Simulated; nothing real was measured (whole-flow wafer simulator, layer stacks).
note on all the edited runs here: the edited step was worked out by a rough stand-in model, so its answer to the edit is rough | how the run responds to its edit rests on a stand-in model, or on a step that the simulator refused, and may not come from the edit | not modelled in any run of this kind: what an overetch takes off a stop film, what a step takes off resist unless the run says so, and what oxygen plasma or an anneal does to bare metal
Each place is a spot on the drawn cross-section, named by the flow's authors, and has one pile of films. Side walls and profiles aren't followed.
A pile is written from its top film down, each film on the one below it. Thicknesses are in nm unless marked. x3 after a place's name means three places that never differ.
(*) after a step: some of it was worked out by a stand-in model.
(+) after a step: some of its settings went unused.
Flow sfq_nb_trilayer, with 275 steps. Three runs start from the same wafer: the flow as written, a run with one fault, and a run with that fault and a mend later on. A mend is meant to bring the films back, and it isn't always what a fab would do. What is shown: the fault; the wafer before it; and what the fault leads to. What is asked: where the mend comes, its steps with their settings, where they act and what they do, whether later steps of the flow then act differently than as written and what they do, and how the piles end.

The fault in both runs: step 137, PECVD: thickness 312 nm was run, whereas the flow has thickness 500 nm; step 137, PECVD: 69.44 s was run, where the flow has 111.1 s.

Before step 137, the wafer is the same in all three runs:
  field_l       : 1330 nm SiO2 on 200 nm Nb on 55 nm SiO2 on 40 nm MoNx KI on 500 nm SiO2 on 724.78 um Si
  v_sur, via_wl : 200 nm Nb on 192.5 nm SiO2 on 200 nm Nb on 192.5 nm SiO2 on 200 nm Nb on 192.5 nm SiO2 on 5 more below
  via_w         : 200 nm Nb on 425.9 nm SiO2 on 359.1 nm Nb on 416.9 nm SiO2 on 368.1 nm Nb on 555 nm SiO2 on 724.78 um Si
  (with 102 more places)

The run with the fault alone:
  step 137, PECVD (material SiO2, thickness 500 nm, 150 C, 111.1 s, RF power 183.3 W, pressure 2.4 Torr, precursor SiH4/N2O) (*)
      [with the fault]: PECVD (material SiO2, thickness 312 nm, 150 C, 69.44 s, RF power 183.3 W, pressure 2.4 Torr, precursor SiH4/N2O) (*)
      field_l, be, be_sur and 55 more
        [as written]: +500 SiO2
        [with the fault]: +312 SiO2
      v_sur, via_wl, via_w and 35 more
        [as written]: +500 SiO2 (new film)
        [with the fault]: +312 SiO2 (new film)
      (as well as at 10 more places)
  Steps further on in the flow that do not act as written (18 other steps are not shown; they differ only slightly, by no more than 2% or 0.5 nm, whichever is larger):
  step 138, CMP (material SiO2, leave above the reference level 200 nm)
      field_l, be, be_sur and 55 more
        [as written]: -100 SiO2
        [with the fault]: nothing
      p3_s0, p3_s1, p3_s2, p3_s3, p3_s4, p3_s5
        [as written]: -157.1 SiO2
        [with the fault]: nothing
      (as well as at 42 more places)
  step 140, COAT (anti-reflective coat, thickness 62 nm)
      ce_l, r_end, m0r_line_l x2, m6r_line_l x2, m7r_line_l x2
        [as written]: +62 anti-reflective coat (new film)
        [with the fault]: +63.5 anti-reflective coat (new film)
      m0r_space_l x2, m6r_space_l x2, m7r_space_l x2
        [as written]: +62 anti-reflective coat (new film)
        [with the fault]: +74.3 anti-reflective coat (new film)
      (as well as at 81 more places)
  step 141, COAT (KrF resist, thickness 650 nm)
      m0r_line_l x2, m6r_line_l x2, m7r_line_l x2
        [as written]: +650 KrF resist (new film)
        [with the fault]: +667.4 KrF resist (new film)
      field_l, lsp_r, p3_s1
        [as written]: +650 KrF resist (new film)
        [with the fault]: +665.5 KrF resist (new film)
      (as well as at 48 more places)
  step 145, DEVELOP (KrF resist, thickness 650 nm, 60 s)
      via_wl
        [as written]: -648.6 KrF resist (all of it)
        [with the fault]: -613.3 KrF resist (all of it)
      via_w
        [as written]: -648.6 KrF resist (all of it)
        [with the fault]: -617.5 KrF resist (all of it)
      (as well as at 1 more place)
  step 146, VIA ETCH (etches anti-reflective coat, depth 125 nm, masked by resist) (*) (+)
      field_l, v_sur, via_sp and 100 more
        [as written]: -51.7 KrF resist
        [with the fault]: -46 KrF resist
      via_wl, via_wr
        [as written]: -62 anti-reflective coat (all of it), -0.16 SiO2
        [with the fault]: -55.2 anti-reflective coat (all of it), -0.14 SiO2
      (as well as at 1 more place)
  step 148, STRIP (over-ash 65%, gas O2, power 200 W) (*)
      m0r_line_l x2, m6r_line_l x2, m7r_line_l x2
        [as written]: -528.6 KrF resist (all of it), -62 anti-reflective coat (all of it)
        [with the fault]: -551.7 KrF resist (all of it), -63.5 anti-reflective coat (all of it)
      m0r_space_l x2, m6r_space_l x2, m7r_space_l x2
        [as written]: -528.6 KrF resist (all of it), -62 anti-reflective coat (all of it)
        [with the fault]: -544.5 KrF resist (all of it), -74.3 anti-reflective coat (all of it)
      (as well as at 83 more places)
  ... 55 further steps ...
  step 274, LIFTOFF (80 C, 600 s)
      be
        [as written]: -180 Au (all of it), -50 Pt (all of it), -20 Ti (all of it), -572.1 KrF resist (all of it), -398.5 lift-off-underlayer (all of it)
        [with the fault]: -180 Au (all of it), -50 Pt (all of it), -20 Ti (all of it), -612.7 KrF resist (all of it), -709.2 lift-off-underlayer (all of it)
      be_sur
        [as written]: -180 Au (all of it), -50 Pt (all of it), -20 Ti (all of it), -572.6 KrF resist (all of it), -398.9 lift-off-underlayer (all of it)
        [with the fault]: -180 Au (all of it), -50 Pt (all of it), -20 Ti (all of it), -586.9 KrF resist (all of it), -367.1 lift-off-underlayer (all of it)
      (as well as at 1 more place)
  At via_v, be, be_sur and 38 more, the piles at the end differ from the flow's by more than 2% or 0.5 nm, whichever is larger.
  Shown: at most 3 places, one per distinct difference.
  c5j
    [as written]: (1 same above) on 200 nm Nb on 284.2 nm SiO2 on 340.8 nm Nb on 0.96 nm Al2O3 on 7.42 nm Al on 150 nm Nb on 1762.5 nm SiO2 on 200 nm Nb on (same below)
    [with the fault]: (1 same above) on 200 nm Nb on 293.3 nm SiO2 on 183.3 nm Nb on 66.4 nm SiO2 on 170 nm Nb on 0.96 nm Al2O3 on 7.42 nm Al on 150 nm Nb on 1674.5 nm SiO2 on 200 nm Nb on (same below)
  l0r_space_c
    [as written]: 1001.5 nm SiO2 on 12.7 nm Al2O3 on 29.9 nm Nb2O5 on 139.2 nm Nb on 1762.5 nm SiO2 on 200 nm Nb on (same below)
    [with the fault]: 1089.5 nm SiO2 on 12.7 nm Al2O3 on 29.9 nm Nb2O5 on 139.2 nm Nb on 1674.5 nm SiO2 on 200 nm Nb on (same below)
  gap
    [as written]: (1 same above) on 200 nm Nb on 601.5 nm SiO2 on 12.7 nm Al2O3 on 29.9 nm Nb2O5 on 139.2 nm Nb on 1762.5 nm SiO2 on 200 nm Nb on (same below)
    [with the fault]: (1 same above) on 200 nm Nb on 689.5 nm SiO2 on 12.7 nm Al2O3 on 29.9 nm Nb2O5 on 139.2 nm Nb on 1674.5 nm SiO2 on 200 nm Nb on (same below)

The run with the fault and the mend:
  The mend follows step 137.
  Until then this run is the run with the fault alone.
  step 137a, PECVD (material SiO2, thickness 188 nm, 150 C, 41.78 s, RF power 183.3 W, pressure 2.4 Torr, precursor SiH4/N2O) (*) (the flow's step 137, run once more with other settings)
      field_l, v_sur, via_wl and 99 more
        +188 SiO2
      lsp_r, l0_sur, l0v
        +185.1 SiO2
      via_v
        +166.5 SiO2
  Steps further on in the flow that do not act as written (14 other steps are not shown; they differ only slightly, by no more than 2% or 0.5 nm, whichever is larger):
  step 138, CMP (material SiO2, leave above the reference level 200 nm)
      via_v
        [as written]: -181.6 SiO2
        [with the mend]: nothing
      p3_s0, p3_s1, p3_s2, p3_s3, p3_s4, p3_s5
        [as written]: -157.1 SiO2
        [with the mend]: -100 SiO2
  The piles end only slightly different from the flow's at the places that both follow, by no more than 2% or 0.5 nm, whichever is larger.
